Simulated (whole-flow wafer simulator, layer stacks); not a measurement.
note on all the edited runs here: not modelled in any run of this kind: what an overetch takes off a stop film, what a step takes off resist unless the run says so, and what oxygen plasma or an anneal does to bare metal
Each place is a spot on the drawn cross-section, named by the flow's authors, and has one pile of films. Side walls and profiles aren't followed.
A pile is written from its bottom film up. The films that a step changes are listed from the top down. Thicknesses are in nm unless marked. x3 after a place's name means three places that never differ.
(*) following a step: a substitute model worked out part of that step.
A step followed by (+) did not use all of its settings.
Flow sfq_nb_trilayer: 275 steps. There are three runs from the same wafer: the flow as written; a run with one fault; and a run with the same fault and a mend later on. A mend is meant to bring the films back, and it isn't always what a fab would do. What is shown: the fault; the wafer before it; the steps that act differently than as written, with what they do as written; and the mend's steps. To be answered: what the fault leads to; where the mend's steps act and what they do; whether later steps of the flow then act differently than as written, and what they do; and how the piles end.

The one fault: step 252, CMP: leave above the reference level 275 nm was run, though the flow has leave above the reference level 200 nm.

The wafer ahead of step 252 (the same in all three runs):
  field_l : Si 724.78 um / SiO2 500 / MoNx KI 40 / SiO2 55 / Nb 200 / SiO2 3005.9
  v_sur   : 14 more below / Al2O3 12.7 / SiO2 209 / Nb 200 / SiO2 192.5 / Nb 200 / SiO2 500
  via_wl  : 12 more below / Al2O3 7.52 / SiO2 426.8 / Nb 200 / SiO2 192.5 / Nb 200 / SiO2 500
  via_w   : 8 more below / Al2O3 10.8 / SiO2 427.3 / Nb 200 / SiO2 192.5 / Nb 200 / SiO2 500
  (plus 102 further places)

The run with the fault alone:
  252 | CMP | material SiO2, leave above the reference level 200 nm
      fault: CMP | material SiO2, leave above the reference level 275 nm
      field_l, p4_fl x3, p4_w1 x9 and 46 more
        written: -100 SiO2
        fault: -25 SiO2
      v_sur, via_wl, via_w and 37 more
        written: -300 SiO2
        fault: -225 SiO2
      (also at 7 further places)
  Steps later in the flow that act otherwise than as written (4 more steps, not shown, differ only slightly: by at most 2% or 0.5 nm, whichever is larger):
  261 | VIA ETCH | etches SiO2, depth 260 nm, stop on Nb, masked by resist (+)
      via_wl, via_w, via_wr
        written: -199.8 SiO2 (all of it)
        fault: -260 SiO2
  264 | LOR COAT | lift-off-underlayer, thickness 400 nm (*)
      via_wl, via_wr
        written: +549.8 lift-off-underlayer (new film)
        fault: +594.8 lift-off-underlayer (new film)
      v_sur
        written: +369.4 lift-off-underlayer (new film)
        fault: +360.2 lift-off-underlayer (new film)
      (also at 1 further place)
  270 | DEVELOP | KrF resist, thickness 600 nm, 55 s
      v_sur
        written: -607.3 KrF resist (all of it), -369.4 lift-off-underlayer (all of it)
        fault: -609.9 KrF resist (all of it), -360.2 lift-off-underlayer (all of it)
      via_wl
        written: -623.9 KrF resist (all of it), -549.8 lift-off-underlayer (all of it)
        fault: -631.4 KrF resist (all of it), -594.8 lift-off-underlayer (all of it)
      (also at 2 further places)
  At field_l, v_sur, via_wl and 103 more, the piles at the end differ from the flow's by more than 2% or 0.5 nm, whichever is larger.
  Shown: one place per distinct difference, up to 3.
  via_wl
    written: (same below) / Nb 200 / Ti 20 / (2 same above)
    fault: (same below) / Nb 200 / SiO2 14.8 / Ti 20 / (2 same above)
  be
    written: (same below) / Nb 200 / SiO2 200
    fault: (same below) / Nb 200 / SiO2 275
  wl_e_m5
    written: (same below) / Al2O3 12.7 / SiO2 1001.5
    fault: (same below) / Al2O3 12.7 / SiO2 1076.5

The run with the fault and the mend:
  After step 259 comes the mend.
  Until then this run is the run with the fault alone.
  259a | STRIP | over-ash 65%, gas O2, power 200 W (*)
      field_l, v_sur, via_sp and 100 more
        -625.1 KrF resist (all of it), -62 anti-reflective coat (all of it)
      via_wl, via_w, via_wr
        -62 anti-reflective coat (all of it)
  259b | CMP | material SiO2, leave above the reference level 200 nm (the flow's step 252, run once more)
      field_l, v_sur, via_wl and 103 more
        -75 SiO2
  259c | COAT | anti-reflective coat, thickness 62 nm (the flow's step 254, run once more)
      field_l, v_sur, via_wl and 103 more
        +62 anti-reflective coat (new film)
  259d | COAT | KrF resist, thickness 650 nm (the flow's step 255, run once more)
      field_l, v_sur, via_wl and 103 more
        +650 KrF resist (new film)
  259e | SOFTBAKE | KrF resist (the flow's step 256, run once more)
      does not change any film at any place that is followed
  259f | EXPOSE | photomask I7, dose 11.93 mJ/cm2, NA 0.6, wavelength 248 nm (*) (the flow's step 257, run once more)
      does not change any film at any place that is followed
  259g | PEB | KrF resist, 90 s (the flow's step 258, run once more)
      field_l, v_sur, via_wl and 103 more
        -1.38 KrF resist
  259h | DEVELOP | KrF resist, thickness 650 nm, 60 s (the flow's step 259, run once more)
      field_l, v_sur, via_sp and 100 more
        -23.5 KrF resist
      via_wl, via_w, via_wr
        -648.6 KrF resist (all of it)
  None of the later steps of the flow acts differently than as written at any place that is followed.
  The piles end the same as the flow's at every place that both follow.
